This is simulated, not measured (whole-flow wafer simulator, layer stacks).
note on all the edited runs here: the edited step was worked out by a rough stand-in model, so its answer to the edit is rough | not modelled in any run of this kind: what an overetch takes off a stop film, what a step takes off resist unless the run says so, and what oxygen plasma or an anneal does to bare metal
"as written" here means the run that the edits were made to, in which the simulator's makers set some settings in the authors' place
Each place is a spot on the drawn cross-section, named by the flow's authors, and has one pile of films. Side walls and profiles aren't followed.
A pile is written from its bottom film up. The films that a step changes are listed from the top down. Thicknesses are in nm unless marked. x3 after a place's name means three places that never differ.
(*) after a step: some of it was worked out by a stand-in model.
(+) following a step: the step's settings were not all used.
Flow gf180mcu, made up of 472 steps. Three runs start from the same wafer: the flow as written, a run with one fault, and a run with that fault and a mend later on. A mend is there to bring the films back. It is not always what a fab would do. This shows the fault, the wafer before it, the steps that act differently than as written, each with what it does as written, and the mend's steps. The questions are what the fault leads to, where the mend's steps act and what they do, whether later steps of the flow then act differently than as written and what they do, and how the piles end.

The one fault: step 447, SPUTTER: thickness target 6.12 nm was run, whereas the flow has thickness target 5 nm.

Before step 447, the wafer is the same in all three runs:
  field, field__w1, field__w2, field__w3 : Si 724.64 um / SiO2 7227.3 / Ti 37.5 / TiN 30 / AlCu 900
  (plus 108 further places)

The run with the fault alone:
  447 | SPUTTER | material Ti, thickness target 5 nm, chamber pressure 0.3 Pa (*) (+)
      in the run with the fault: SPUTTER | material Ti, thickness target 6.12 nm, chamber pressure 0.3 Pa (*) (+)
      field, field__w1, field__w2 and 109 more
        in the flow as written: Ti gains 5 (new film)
        in the run with the fault: Ti gains 6.12 (new film)
  Steps further on in the flow that do not act as written (5 more steps, not shown, differ only slightly: by at most 2% or 0.5 nm, whichever is larger):
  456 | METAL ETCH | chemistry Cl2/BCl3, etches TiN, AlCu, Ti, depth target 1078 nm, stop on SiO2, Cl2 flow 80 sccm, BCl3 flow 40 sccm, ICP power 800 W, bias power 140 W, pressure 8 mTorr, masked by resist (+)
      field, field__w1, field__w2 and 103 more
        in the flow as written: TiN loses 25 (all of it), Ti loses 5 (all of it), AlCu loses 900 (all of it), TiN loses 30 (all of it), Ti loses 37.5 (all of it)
        in the run with the fault: TiN loses 25 (all of it), Ti loses 6.12 (all of it), AlCu loses 900 (all of it), TiN loses 30 (all of it), Ti loses 37.5 (all of it)
  By the end, the piles at field__w8, contact, m1, m1__w1, pad, m1_nw depart from the flow's by more than 2% or 0.5 nm, whichever is larger.
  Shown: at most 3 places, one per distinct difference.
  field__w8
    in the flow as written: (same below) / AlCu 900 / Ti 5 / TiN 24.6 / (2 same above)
    in the run with the fault: (same below) / AlCu 900 / Ti 6.12 / TiN 24.6 / (2 same above)
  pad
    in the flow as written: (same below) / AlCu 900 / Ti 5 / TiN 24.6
    in the run with the fault: (same below) / AlCu 900 / Ti 6.12 / TiN 24.6

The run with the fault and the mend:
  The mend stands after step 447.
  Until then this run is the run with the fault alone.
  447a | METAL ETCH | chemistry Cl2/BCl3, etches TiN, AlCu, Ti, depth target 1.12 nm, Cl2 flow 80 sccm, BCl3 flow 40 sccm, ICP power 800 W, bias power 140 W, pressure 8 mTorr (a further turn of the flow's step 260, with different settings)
      field, field__w1, field__w2 and 109 more
        Ti loses 1.12
  Every later step of the flow that is run acts as written at every place that is followed.
  The piles end the same as the flow's at every place that both follow.
